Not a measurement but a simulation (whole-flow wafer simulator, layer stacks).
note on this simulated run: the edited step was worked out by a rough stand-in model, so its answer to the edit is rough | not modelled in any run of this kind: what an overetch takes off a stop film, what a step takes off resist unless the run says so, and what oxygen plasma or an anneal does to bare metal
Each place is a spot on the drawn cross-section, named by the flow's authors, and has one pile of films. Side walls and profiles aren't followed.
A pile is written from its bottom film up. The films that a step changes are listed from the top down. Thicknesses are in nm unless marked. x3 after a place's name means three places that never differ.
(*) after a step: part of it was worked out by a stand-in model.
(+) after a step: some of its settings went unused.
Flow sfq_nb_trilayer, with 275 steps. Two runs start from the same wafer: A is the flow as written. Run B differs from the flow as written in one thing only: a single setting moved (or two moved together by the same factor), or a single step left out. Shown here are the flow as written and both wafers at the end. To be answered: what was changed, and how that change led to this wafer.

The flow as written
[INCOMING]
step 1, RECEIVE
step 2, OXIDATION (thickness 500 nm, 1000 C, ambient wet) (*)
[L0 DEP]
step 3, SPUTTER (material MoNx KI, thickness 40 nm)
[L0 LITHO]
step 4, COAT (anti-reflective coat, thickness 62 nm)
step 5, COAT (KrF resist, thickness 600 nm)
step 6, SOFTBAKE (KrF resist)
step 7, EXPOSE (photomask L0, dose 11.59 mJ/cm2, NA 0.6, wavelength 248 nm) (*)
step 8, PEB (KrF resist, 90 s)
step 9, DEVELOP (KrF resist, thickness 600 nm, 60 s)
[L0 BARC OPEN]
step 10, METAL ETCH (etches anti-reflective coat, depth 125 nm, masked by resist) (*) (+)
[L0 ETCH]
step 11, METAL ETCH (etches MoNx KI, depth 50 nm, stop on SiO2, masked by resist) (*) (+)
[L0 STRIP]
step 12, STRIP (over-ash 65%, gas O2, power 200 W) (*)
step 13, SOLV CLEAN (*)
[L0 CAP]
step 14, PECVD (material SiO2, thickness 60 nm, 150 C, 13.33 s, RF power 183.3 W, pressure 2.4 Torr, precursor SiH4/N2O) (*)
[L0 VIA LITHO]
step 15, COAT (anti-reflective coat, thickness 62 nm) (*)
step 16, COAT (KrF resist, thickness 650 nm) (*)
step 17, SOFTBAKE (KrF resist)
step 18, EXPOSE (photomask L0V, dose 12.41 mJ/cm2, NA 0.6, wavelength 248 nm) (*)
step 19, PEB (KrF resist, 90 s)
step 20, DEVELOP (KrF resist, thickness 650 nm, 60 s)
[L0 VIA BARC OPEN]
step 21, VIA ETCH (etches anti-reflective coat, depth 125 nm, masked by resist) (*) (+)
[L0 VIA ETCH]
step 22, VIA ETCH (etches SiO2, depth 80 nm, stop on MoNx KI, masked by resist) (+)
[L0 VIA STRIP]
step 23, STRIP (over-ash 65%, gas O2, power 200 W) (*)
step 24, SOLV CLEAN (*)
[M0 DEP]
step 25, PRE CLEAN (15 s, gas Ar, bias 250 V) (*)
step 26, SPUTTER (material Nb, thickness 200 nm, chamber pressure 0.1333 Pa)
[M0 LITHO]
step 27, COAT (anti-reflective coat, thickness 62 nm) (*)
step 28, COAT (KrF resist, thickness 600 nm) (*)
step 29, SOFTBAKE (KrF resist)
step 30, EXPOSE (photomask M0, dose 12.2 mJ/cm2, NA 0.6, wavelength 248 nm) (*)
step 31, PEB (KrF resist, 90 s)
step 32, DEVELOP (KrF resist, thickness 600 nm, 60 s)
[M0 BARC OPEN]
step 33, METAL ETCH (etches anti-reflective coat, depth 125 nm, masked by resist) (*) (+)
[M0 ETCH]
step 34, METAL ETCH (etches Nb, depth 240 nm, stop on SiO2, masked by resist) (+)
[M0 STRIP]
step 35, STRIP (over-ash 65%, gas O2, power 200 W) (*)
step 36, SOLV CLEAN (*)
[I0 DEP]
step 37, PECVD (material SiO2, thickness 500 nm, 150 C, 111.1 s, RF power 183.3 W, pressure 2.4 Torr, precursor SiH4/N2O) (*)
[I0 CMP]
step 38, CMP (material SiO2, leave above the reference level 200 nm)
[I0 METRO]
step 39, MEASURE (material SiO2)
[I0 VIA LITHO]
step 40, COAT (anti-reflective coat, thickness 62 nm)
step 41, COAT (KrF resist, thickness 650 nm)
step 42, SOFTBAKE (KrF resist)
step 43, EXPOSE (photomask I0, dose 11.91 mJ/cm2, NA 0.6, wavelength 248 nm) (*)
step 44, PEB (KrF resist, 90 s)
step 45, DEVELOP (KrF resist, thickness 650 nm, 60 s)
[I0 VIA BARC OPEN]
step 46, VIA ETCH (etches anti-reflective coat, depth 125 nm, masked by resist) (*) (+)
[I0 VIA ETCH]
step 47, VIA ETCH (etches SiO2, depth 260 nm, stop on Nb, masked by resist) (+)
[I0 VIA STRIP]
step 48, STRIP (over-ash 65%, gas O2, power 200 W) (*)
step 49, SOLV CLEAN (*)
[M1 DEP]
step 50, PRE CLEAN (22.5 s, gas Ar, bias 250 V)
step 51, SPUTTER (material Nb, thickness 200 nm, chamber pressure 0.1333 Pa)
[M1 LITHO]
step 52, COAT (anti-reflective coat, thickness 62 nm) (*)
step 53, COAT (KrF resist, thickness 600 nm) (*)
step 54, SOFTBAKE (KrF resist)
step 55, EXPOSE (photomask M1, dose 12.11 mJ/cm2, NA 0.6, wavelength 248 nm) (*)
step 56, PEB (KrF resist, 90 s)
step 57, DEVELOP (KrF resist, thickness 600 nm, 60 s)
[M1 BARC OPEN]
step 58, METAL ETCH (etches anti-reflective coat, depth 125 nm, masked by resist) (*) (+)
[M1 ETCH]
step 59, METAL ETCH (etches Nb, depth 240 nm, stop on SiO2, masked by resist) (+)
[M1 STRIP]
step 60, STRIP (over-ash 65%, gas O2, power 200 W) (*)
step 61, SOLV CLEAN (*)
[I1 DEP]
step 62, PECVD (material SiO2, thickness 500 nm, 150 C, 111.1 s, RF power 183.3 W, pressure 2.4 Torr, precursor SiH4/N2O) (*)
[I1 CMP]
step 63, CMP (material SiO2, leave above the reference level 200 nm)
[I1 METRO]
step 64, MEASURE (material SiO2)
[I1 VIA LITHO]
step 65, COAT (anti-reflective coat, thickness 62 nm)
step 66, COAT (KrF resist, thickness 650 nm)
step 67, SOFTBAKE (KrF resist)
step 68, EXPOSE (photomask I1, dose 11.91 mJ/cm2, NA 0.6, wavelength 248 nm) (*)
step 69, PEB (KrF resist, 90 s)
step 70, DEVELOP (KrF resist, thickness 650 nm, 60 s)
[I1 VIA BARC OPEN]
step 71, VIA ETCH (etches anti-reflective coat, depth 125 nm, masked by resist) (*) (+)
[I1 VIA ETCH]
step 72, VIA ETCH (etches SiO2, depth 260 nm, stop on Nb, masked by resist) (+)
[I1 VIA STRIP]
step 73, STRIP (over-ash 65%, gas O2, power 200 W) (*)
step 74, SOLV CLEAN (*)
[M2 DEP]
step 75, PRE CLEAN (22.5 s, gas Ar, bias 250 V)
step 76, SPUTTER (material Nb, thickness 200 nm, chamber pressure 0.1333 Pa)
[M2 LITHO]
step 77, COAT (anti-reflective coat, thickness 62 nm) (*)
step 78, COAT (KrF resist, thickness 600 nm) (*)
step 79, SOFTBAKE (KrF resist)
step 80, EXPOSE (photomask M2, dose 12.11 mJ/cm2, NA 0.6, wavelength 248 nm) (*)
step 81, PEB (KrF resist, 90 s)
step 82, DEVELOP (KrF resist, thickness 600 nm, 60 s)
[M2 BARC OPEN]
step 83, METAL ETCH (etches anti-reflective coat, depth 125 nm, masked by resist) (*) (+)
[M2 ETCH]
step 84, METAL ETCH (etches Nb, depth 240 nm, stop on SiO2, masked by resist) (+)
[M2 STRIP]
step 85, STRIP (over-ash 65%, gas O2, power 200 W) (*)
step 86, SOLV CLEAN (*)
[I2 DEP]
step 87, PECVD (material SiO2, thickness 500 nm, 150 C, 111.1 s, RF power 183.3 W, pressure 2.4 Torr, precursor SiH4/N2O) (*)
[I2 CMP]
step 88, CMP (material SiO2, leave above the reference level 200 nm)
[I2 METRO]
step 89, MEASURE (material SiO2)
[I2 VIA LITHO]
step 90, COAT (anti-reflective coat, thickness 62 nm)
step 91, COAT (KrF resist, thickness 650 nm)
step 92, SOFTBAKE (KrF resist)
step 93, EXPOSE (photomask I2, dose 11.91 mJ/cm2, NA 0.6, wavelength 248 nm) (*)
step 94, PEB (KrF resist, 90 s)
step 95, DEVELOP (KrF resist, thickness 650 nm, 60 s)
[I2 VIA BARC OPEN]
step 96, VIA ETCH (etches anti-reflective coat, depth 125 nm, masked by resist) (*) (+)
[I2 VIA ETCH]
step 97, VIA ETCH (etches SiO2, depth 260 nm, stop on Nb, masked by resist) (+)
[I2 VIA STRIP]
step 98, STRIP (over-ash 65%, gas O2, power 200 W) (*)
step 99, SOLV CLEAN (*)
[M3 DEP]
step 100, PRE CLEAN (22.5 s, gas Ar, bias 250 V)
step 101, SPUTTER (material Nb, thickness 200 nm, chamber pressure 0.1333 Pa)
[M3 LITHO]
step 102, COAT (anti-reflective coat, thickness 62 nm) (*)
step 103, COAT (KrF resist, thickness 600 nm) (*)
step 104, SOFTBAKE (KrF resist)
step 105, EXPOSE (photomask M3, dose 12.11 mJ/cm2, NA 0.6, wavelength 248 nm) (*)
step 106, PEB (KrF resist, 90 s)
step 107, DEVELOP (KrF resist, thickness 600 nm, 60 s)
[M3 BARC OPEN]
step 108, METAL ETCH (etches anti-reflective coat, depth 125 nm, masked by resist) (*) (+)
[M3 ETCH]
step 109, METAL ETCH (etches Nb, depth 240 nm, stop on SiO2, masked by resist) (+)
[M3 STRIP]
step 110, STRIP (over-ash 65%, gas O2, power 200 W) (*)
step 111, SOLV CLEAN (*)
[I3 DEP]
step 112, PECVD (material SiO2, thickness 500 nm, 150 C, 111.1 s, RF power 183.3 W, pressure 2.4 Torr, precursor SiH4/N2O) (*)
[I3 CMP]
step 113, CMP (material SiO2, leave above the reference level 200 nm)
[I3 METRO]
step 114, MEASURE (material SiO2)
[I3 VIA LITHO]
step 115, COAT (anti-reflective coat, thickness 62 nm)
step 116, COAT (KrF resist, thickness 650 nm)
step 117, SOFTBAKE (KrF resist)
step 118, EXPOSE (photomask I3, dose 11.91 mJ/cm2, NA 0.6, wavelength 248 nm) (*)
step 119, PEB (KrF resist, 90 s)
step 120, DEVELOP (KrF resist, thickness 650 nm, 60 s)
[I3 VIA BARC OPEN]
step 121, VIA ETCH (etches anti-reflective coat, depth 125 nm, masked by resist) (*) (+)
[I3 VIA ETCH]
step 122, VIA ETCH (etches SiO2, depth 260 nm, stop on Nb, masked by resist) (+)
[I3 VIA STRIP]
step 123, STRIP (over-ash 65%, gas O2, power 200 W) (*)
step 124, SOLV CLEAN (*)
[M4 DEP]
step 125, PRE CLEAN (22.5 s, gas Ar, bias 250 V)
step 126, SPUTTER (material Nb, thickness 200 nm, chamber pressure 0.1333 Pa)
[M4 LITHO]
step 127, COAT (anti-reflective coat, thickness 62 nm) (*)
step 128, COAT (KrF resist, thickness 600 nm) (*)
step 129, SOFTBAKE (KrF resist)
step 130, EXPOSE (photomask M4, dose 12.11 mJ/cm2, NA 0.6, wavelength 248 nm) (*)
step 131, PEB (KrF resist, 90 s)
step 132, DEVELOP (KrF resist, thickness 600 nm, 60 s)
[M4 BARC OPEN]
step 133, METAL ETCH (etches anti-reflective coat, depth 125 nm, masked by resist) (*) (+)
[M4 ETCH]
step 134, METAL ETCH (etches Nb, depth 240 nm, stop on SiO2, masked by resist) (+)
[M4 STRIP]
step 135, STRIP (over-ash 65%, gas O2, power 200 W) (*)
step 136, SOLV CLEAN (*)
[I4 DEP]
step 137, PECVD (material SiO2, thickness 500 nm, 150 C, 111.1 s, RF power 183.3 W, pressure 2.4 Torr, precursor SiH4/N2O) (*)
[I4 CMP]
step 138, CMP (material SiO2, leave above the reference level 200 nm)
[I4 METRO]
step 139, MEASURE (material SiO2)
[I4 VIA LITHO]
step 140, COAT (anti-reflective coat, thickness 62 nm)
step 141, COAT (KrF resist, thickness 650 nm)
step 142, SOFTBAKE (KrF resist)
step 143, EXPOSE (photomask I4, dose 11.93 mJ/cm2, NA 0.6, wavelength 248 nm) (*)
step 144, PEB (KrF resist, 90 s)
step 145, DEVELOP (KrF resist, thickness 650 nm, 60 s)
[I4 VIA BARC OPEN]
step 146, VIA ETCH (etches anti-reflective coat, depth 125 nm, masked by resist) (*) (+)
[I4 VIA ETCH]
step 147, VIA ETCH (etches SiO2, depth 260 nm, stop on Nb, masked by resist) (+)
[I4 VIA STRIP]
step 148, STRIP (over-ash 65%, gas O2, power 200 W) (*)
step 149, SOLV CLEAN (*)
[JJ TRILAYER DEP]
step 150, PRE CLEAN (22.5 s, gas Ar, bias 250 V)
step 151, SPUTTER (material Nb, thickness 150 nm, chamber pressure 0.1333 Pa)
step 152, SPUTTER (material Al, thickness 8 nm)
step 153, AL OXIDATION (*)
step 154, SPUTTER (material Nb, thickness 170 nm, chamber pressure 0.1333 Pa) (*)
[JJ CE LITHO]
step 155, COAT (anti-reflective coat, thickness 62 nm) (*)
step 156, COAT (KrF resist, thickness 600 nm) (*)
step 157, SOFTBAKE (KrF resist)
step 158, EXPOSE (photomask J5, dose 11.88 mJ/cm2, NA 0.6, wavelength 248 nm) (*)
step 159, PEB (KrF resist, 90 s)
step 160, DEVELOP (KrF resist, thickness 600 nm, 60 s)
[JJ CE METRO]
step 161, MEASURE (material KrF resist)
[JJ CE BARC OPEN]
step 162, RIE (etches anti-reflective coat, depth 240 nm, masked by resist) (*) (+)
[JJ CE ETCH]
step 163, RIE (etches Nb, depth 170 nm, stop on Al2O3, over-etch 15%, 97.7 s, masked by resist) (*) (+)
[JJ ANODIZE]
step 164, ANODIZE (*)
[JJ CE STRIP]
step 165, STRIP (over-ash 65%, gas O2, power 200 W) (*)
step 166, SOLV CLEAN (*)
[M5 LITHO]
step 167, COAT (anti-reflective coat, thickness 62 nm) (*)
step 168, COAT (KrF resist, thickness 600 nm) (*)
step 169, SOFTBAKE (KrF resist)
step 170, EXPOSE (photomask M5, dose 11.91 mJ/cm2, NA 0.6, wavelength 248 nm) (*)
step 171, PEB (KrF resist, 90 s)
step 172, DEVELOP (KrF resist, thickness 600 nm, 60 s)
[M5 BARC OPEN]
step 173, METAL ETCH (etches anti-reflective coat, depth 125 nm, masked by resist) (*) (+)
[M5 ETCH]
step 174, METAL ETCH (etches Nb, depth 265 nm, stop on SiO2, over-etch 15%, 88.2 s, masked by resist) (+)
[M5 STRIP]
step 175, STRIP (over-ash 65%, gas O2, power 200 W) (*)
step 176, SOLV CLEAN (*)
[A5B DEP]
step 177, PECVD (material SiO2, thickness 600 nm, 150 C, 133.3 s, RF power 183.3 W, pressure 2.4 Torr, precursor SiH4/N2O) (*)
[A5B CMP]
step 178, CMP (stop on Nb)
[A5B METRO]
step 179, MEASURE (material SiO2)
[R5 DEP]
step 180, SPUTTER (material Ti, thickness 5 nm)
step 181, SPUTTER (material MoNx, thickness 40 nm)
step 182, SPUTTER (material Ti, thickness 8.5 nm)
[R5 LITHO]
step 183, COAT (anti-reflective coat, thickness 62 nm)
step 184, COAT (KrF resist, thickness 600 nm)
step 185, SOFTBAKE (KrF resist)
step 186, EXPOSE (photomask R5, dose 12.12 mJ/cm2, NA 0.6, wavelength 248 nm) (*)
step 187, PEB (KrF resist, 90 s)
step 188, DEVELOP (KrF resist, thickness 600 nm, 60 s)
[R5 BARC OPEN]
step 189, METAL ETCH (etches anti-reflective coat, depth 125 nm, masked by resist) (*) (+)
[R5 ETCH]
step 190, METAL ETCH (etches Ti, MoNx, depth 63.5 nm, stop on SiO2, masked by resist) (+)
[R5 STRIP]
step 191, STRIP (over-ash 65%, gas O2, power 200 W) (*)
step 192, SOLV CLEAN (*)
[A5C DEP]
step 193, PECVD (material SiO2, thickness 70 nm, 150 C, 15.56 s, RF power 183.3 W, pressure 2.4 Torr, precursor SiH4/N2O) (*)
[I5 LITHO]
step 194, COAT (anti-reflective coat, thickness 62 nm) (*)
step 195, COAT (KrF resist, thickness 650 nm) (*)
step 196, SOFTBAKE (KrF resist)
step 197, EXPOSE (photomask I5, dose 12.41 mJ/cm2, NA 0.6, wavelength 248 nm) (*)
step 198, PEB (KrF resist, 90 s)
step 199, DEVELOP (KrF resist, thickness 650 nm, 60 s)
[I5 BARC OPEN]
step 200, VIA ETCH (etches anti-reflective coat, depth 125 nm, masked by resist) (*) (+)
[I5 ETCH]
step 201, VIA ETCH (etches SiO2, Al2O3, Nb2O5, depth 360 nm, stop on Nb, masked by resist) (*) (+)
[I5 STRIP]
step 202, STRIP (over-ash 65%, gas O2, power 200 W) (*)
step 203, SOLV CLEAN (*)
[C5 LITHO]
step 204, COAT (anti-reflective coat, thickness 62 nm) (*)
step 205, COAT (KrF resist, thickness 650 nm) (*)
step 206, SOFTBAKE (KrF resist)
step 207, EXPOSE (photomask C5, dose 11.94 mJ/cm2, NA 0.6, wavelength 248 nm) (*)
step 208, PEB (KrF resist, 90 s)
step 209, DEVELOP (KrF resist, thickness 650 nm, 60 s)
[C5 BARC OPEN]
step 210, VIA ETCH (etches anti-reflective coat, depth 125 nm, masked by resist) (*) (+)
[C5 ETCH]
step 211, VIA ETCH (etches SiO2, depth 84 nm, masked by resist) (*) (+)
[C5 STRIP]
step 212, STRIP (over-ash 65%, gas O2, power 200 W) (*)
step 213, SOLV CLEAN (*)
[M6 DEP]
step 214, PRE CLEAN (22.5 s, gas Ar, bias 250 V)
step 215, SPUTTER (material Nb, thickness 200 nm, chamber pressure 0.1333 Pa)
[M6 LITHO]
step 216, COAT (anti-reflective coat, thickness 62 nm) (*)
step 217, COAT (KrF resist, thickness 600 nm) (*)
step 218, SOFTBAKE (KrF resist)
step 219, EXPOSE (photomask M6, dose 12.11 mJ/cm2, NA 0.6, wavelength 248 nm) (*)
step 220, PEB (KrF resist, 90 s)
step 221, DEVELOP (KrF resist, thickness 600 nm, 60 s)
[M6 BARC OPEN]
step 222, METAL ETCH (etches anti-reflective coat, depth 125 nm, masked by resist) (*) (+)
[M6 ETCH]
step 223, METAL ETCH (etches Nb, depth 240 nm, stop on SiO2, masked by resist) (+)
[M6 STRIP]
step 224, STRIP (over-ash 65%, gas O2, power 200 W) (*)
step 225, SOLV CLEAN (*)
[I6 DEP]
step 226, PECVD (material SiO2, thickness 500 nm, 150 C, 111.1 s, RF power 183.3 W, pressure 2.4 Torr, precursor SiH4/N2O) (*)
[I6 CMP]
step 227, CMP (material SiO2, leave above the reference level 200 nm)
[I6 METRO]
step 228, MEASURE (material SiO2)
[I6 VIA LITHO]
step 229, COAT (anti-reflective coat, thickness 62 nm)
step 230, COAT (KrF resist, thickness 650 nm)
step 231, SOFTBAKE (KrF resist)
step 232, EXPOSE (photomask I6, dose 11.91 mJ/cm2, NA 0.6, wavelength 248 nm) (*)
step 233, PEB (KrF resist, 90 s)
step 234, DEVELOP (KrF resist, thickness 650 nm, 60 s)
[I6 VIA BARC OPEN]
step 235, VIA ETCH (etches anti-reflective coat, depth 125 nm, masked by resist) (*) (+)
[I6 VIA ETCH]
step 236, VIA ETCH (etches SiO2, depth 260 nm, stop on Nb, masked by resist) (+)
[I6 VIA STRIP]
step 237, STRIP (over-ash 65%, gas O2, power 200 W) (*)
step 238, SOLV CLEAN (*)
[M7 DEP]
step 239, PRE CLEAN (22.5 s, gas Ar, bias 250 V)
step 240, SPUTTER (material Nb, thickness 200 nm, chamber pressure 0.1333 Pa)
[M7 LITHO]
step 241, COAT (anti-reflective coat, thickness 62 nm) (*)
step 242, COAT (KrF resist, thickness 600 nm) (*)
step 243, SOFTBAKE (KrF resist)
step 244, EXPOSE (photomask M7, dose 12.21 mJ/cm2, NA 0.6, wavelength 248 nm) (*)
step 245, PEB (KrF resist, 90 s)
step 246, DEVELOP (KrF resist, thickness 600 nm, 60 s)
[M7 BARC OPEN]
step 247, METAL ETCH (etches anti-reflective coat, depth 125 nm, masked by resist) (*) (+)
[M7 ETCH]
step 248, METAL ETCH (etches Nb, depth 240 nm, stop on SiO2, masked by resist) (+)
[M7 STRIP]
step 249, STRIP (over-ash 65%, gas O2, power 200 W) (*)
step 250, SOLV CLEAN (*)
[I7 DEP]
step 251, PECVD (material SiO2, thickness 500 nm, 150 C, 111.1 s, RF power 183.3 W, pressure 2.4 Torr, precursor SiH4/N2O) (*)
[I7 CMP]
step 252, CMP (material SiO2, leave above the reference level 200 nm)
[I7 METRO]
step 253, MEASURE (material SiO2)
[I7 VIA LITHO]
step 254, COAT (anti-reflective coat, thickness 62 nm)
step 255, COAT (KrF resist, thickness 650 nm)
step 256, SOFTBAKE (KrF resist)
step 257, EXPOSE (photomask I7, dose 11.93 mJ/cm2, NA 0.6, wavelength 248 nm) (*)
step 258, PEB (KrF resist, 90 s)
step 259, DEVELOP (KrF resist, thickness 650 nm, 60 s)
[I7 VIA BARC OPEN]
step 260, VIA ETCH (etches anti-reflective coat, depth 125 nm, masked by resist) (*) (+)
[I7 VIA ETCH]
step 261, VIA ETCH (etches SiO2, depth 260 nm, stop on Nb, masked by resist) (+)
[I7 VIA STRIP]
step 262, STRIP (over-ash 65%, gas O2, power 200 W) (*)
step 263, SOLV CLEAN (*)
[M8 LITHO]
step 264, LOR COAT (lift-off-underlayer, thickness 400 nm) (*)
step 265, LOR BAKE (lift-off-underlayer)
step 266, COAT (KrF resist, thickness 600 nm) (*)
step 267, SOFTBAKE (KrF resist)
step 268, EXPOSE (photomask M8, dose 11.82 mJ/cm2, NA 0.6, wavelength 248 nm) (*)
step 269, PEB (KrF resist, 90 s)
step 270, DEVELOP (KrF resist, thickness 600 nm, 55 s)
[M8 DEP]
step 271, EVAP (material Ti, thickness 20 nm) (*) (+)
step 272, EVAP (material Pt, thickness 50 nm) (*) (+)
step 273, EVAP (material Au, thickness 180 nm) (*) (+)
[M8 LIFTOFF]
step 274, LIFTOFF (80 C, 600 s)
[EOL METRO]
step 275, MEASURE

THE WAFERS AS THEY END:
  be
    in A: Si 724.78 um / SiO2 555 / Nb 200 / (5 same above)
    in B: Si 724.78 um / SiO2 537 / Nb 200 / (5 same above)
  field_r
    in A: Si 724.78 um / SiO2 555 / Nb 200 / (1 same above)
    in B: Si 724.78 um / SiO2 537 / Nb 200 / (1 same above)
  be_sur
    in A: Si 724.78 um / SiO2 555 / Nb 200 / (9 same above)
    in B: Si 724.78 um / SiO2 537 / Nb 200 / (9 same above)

The reason: step 14, PECVD: thickness 42 nm was run, though the flow has thickness 60 nm; step 14, PECVD: 9.333 s was run, where the flow has 13.33 s.

How this came from the change, step by step:
  step 14, PECVD (material SiO2, thickness 60 nm, 150 C, 13.33 s, RF power 183.3 W, pressure 2.4 Torr, precursor SiH4/N2O) (*)
      v_sur, via_wl, via_w and 97 more: A +60 SiO2 | B +42 SiO2
      field_l, l0_sur, l0v, l0r_line_l, l0r_line_c, l0r_line_r: A +60 SiO2 (new film) | B +42 SiO2 (new film)
  step 22, VIA ETCH (etches SiO2, depth 80 nm, stop on MoNx KI, masked by resist) (+)
      field_l, v_sur, via_wl and 102 more: A -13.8 KrF resist | B -10.8 KrF resist
      l0v: A -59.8 SiO2 (all of it) | B -41.8 SiO2 (all of it)
  step 26, SPUTTER (material Nb, thickness 200 nm, chamber pressure 0.1333 Pa)
      l0v: A +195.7 Nb (new film) | B +200 Nb (new film)
  step 27, COAT (anti-reflective coat, thickness 62 nm) (*)
      l0_sur: A +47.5 anti-reflective coat (new film) | B +49.4 anti-reflective coat (new film)
      l0v: A +78 anti-reflective coat (new film) | B +72 anti-reflective coat (new film)
  step 35, STRIP (over-ash 65%, gas O2, power 200 W) (*)
      l0_sur: A -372 KrF resist (all of it), -47.5 anti-reflective coat (all of it) | B -373.3 KrF resist (all of it), -49.4 anti-reflective coat (all of it)
      l0v: A -405.3 KrF resist (all of it), -78 anti-reflective coat (all of it) | B -393.4 KrF resist (all of it), -72 anti-reflective coat (all of it)
  step 38, CMP (material SiO2, leave above the reference level 200 nm)
      l0v: A -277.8 SiO2 | B -300.1 SiO2
